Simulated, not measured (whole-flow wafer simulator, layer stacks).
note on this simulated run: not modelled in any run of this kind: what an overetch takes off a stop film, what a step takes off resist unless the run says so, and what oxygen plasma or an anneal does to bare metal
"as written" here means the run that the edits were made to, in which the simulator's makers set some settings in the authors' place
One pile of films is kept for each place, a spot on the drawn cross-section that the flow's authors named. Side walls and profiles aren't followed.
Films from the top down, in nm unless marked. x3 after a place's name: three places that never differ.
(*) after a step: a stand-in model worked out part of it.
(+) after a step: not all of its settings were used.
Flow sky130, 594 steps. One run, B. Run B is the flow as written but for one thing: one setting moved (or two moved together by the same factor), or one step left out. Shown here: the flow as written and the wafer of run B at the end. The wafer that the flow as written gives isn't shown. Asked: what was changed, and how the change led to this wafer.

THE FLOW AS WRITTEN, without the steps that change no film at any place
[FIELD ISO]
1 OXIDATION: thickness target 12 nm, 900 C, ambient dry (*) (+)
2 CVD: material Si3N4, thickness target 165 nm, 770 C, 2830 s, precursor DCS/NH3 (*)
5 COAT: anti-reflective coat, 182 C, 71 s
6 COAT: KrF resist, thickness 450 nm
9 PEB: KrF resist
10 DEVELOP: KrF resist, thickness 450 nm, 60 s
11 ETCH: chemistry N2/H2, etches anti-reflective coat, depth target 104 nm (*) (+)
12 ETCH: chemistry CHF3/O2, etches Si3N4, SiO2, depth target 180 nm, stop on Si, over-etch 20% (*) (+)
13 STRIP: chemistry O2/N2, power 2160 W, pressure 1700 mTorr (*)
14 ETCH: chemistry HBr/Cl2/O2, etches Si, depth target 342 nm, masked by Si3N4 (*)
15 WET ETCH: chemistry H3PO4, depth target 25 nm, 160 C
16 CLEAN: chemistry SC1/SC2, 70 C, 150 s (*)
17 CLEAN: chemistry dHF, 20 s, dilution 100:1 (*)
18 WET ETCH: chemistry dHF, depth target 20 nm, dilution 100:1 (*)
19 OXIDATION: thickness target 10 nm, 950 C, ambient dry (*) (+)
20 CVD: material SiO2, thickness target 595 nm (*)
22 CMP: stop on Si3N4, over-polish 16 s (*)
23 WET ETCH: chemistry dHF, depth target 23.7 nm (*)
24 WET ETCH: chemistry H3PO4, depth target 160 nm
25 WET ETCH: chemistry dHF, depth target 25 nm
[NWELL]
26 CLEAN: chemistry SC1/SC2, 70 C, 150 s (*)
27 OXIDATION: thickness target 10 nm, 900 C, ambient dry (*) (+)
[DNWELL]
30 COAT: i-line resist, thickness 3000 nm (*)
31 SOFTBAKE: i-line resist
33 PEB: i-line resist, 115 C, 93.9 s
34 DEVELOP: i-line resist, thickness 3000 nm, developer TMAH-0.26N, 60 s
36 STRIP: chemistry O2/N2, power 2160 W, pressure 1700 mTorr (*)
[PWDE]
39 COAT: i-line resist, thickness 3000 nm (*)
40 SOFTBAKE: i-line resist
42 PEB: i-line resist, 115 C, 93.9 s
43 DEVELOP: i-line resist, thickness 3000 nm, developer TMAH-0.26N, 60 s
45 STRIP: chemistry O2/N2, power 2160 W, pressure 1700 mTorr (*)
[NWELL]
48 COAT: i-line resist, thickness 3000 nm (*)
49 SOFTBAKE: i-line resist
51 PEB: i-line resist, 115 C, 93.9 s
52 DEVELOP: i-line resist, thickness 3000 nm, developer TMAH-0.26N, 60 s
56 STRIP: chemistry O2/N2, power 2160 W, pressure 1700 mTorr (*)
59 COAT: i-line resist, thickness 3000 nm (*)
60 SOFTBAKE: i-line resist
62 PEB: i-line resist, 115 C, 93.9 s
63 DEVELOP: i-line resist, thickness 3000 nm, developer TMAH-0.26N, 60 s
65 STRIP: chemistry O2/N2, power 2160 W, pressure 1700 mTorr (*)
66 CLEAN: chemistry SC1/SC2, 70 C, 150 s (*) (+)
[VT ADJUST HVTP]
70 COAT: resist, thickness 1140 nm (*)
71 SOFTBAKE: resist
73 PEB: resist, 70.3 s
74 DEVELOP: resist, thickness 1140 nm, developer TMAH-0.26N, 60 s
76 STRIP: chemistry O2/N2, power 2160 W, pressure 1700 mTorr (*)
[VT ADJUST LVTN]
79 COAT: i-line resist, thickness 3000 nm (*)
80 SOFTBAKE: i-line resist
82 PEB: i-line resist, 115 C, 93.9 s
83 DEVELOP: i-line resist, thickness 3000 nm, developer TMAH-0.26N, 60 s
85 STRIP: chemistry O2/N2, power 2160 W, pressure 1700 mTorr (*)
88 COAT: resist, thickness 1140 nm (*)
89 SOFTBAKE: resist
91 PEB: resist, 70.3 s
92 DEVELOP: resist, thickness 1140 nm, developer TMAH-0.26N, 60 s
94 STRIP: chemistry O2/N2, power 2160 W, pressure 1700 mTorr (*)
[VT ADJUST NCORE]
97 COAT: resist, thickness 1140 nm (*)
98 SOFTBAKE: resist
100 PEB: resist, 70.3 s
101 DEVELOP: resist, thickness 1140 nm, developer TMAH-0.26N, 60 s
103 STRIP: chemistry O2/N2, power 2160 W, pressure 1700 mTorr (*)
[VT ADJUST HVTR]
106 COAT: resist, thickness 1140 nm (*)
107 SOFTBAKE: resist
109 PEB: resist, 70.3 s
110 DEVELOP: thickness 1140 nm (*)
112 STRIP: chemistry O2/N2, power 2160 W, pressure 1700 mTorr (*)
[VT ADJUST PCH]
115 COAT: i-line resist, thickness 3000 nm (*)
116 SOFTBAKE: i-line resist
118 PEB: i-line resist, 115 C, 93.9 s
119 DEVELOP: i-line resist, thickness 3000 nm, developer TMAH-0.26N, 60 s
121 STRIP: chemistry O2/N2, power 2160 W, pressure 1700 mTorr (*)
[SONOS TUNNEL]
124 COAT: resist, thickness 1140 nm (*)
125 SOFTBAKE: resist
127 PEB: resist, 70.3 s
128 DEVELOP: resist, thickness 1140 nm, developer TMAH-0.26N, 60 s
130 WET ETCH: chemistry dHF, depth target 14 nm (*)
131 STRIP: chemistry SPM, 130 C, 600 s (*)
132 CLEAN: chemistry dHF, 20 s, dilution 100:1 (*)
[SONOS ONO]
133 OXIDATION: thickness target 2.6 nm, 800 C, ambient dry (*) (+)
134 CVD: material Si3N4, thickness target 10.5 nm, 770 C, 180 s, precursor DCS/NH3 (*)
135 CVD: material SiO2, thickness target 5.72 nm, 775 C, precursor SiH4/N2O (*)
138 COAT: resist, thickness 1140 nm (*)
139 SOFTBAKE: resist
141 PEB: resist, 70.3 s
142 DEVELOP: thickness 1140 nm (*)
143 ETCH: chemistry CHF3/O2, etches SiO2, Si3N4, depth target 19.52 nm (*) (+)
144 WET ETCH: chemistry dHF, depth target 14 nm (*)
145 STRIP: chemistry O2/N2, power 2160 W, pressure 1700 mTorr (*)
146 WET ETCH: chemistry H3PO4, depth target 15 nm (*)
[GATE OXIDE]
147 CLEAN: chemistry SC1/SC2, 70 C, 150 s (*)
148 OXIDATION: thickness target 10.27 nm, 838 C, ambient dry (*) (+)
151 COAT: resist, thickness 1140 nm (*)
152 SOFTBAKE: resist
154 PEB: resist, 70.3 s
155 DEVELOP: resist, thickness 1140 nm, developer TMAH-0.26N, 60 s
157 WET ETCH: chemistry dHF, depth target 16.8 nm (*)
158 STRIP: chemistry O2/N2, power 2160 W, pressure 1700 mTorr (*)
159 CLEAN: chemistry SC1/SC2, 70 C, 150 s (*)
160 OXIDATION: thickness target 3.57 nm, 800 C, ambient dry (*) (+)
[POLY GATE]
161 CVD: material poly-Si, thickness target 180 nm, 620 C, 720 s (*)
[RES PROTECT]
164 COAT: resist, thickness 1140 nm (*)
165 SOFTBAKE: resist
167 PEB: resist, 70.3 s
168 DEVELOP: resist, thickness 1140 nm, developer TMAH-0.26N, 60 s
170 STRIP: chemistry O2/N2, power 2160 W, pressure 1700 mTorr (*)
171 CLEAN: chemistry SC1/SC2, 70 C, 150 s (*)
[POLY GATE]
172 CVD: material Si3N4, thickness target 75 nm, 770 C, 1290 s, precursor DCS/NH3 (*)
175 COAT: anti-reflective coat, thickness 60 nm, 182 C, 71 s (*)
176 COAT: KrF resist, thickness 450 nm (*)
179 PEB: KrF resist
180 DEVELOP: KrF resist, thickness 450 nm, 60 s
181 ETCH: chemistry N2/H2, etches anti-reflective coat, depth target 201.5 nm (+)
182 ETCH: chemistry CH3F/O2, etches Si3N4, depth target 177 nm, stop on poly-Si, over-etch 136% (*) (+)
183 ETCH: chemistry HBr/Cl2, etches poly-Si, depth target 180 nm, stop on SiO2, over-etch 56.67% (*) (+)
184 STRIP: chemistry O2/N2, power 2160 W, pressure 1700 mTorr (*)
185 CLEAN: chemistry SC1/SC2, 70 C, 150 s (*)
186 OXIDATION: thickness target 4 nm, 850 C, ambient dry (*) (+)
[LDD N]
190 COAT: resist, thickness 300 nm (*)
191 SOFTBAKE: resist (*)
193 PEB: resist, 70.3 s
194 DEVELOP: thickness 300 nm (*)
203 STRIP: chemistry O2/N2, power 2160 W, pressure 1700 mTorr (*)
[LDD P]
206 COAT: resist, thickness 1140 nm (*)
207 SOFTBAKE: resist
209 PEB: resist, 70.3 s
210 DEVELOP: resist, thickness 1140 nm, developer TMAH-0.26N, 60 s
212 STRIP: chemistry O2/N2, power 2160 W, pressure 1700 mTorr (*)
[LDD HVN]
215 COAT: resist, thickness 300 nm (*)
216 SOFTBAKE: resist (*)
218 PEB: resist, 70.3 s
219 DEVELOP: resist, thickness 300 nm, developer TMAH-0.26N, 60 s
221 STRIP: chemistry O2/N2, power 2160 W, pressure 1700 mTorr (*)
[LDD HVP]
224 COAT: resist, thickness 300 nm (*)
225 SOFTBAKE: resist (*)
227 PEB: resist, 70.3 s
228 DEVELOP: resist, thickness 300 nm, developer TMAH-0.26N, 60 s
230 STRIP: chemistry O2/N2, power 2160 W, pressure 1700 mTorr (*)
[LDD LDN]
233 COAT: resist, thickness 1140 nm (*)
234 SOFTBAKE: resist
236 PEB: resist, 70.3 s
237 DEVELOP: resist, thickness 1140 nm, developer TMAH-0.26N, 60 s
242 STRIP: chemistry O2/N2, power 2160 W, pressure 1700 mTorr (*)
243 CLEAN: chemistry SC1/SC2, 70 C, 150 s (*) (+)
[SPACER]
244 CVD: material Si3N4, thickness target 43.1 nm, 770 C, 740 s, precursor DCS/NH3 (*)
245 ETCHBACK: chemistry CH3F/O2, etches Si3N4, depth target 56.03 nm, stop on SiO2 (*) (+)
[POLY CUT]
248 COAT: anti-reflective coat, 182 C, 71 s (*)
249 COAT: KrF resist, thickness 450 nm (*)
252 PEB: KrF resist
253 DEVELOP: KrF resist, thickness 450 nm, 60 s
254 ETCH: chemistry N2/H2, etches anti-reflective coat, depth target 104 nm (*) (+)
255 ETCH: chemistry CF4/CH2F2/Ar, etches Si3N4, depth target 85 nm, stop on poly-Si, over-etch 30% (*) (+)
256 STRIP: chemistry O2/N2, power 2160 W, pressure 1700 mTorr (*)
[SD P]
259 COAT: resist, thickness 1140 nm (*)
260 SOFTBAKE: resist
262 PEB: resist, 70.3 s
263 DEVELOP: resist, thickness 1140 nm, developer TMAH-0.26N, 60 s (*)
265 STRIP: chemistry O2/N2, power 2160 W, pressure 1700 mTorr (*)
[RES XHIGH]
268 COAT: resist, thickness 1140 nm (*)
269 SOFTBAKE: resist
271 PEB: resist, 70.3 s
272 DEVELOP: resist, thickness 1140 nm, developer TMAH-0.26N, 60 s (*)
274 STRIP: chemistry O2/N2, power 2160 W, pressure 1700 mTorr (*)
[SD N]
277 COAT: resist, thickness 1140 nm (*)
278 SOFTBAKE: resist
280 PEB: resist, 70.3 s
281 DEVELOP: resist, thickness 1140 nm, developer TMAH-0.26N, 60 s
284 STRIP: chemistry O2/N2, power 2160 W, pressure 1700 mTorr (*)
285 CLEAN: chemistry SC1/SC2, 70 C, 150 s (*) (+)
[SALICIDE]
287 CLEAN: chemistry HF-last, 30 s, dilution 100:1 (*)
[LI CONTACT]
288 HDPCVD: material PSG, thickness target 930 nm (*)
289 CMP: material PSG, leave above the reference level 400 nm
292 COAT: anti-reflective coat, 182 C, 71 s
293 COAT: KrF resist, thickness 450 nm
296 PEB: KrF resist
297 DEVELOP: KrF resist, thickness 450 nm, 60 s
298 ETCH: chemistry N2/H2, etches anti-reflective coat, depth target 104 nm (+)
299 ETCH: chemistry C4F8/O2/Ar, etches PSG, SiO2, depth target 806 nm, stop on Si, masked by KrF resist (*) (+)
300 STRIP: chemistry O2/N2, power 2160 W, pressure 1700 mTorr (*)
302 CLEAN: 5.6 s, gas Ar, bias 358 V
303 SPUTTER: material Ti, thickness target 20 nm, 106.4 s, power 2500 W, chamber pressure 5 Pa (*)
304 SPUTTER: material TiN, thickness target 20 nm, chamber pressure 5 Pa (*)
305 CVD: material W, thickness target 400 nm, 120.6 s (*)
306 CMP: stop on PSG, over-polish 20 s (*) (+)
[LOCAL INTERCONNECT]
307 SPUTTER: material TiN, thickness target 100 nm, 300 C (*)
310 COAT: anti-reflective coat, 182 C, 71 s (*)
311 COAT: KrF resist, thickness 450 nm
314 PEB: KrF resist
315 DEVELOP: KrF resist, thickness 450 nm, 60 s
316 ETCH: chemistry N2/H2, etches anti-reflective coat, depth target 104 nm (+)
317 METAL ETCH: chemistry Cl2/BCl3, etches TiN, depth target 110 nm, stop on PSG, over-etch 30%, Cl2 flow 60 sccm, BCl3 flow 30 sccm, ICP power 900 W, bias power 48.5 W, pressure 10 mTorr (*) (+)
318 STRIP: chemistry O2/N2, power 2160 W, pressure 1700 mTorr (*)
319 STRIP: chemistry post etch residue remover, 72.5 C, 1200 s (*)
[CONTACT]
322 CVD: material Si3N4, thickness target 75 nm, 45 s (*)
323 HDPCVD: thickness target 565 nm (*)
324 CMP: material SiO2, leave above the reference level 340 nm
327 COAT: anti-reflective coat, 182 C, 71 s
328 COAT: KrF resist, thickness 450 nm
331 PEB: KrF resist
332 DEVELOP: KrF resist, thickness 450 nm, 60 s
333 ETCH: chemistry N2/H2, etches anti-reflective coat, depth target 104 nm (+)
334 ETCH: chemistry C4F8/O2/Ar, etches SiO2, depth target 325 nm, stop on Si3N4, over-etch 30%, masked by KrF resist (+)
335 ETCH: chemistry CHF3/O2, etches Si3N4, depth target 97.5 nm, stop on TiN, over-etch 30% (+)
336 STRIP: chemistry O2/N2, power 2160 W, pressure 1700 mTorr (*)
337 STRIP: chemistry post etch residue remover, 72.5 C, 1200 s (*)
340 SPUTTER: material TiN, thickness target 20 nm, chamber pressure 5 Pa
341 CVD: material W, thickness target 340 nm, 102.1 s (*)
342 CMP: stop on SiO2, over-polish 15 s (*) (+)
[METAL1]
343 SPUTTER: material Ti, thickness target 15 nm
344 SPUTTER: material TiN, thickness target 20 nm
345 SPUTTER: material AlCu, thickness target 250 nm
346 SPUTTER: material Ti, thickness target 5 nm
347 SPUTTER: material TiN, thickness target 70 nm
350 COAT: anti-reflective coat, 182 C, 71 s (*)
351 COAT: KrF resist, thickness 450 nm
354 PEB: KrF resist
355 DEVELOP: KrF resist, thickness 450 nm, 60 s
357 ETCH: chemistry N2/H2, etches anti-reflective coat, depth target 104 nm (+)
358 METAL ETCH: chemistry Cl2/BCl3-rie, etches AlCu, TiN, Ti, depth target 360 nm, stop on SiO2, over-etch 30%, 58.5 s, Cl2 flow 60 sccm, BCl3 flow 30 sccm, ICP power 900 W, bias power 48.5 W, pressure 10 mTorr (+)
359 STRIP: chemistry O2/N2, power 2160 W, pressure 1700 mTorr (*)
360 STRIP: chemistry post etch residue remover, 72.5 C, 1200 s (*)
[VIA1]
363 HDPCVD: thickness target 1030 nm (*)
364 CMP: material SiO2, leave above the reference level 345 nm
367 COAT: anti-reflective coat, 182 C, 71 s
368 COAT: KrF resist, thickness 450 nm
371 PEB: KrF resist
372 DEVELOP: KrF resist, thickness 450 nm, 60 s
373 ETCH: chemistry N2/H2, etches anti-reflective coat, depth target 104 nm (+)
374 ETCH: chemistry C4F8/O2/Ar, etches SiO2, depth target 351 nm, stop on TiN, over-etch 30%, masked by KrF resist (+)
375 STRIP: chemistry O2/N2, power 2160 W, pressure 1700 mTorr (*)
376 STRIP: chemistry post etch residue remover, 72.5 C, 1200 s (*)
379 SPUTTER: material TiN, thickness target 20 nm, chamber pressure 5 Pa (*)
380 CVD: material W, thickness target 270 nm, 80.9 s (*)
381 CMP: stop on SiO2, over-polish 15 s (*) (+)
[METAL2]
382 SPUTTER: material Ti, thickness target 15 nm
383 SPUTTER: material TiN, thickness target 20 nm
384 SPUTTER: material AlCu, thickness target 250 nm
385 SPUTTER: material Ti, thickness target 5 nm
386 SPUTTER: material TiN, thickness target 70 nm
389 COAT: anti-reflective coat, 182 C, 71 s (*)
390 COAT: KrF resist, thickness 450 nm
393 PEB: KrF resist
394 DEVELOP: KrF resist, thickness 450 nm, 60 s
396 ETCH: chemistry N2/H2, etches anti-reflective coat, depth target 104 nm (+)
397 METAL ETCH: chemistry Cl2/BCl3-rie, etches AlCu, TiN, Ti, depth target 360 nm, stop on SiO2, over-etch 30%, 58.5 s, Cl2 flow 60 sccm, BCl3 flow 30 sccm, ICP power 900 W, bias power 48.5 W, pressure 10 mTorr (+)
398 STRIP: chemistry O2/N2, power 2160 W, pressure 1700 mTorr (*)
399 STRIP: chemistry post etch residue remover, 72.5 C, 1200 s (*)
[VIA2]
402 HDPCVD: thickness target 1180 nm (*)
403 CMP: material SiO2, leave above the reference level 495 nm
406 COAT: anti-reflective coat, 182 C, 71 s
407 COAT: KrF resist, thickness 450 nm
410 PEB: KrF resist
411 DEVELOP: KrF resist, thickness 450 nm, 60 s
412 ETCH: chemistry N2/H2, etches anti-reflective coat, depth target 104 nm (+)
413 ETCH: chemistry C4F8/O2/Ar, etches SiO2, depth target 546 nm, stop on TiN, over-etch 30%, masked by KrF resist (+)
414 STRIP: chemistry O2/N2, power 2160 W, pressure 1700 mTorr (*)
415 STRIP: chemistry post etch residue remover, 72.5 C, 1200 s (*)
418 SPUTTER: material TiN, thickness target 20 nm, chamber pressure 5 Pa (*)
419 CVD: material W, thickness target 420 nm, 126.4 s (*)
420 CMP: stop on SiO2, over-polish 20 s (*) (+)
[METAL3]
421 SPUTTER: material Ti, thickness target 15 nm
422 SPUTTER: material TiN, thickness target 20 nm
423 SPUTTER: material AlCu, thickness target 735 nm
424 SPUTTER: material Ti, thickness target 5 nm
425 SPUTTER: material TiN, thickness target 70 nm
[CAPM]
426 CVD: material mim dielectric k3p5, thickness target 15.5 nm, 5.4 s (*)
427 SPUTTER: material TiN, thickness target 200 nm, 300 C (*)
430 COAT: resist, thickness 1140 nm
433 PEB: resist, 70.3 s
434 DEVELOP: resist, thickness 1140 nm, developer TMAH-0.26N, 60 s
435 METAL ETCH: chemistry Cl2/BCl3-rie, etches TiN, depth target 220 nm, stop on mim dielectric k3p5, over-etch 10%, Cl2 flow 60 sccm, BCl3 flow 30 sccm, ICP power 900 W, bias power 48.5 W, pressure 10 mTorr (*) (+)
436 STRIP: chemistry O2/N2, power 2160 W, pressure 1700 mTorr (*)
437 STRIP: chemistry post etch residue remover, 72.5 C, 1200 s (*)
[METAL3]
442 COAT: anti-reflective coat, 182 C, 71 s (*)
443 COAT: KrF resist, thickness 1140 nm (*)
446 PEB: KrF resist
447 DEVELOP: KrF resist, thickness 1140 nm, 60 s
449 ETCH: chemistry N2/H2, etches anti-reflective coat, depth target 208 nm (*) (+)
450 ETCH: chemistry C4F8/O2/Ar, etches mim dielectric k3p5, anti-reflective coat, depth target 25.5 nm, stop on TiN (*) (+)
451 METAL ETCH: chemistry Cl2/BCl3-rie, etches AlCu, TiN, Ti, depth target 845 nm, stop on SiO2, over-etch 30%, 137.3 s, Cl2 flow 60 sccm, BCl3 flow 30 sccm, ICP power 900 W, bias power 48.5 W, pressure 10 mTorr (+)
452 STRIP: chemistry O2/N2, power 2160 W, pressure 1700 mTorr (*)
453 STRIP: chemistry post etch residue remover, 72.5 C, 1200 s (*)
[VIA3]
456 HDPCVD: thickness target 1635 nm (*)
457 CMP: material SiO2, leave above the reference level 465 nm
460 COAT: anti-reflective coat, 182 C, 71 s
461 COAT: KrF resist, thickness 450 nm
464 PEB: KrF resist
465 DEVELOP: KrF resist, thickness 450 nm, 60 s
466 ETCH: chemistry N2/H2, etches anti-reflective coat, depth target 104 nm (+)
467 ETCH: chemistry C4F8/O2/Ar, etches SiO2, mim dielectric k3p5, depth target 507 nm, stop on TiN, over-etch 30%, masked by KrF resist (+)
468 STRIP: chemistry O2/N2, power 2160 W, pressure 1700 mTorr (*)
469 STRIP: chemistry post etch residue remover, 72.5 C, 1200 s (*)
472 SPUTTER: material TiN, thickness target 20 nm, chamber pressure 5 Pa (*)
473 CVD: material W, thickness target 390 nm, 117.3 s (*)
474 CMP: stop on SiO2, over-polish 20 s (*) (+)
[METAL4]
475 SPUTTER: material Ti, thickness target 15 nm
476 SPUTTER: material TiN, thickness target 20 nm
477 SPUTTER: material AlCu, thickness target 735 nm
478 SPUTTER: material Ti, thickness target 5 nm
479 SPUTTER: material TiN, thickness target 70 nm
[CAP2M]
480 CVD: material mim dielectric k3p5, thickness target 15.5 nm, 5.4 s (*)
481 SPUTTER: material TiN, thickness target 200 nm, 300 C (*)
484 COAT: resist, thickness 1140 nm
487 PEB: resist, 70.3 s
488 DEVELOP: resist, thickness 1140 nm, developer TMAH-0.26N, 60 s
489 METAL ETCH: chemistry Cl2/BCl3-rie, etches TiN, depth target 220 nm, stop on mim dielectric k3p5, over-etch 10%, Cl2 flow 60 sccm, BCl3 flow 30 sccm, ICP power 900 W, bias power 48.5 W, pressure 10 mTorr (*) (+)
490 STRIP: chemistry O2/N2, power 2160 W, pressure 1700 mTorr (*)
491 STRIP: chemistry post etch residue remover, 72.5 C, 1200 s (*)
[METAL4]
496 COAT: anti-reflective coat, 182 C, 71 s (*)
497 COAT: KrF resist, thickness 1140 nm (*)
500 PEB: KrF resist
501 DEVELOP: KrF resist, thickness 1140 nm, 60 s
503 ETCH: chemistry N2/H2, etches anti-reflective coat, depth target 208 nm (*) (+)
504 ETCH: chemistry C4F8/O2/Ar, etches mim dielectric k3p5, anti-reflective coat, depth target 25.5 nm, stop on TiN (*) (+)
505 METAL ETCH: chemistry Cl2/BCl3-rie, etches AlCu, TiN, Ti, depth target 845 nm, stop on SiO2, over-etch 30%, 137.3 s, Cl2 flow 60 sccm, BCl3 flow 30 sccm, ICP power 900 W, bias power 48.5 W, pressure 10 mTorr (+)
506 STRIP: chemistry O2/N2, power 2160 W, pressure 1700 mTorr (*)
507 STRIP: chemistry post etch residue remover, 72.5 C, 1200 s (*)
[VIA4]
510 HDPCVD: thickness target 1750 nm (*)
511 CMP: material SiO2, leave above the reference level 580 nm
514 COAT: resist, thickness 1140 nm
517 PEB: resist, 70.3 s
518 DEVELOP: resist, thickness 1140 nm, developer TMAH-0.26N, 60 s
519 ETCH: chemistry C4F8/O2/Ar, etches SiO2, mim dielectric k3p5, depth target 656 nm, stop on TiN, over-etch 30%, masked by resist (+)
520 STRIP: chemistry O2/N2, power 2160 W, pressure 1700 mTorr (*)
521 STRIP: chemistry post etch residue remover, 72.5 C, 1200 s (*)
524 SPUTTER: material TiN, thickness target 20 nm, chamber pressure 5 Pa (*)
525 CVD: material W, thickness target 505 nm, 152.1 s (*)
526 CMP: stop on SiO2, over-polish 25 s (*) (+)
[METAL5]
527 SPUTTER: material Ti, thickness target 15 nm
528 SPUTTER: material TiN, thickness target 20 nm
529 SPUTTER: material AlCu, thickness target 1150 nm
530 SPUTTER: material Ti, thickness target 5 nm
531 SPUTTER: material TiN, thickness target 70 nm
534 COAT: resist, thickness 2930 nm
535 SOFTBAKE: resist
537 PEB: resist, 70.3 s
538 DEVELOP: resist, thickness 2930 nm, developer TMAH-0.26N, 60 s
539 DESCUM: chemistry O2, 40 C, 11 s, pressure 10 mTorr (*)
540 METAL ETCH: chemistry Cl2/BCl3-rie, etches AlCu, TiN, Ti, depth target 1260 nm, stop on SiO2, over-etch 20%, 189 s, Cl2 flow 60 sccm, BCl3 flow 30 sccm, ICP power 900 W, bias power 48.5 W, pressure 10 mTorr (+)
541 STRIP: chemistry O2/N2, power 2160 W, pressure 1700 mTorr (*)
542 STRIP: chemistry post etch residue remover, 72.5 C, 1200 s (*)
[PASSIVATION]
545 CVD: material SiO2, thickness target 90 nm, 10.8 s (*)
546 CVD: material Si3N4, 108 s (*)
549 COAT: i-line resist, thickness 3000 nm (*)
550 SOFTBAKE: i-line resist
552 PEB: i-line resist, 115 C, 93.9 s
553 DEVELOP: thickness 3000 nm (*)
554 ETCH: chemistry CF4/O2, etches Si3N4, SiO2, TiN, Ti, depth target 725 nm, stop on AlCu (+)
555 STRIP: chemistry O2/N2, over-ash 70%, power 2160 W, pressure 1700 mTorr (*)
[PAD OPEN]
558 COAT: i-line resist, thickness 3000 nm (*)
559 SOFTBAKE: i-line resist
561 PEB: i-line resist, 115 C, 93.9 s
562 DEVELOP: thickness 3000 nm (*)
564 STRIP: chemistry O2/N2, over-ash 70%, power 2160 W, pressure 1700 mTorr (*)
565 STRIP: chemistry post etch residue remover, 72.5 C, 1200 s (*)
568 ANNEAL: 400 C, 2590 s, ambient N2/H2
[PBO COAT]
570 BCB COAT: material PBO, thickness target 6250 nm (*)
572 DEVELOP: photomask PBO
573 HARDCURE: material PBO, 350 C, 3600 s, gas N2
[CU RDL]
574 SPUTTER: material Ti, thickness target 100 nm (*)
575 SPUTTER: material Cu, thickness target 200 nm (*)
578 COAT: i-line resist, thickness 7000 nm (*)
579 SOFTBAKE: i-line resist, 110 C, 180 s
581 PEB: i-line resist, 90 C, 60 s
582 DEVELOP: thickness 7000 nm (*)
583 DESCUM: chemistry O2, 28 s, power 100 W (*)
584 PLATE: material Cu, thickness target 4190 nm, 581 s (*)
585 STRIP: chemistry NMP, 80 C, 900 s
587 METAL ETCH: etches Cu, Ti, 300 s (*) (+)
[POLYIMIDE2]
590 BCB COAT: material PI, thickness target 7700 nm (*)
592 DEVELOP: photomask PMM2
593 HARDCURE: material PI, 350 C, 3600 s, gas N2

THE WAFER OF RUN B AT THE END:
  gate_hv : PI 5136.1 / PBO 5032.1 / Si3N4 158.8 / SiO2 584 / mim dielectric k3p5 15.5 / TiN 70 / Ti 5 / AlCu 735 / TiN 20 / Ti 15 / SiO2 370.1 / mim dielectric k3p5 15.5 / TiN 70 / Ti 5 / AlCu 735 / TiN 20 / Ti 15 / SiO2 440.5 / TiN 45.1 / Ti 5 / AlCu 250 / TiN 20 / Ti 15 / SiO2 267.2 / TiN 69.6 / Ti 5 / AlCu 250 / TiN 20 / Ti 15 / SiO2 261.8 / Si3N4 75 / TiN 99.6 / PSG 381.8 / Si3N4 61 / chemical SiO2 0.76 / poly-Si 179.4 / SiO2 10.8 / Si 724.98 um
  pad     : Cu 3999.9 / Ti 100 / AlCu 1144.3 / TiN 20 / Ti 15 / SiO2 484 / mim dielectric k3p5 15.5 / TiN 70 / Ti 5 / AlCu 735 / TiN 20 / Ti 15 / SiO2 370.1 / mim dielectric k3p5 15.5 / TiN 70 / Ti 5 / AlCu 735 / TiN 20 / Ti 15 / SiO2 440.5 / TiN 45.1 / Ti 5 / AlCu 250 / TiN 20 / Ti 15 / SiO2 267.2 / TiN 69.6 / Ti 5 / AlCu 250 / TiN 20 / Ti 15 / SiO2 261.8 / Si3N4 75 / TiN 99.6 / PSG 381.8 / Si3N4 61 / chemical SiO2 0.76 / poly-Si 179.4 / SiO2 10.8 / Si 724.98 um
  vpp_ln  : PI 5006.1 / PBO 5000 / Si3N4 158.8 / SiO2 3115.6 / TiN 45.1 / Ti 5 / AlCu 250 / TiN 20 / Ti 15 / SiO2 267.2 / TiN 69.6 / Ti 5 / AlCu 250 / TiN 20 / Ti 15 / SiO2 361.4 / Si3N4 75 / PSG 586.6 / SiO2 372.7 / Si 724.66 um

The cause: step 386, SPUTTER: thickness target 45.5 nm was run, where the flow has thickness target 70 nm.

How the change led to this, step by step:
  386 SPUTTER: material TiN, thickness target 70 nm
      field, active, n_well and 188 more: TiN +45.5 (new film) (as written it would be: TiN +70 (new film))
  397 METAL ETCH: chemistry Cl2/BCl3-rie, etches AlCu, TiN, Ti, depth target 360 nm, stop on SiO2, over-etch 30%, 58.5 s, Cl2 flow 60 sccm, BCl3 flow 30 sccm, ICP power 900 W, bias power 48.5 W, pressure 10 mTorr (+)
      field, active, gate and 82 more: TiN -44.2 (all of it), Ti -5 (all of it), AlCu -250 (all of it), TiN -20 (all of it), Ti -15 (all of it), SiO2 -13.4 (as written it would be: TiN -68.7 (all of it), Ti -5 (all of it), AlCu -250 (all of it), TiN -20 (all of it), Ti -15 (all of it), SiO2 -10.9)
  403 CMP: material SiO2, leave above the reference level 495 nm
      n_well, p_well, gate_hv and 101 more: SiO2 -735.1 (as written it would be: SiO2 -759.6)
      m1, via1_hole: SiO2 -734.6 (as written it would be: SiO2 -759.1)
  413 ETCH: chemistry C4F8/O2/Ar, etches SiO2, depth target 546 nm, stop on TiN, over-etch 30%, masked by KrF resist (+)
      m1: SiO2 -444.8 (all of it) (as written it would be: SiO2 -420.3 (all of it))
      via2_hole: SiO2 -444.3 (all of it) (as written it would be: SiO2 -419.8 (all of it))
  419 CVD: material W, thickness target 420 nm, 126.4 s (*)
      m1: W +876 (new film) (as written it would be: W +851.1 (new film))
      via2_hole: W +875.5 (new film) (as written it would be: W +850.7 (new film))
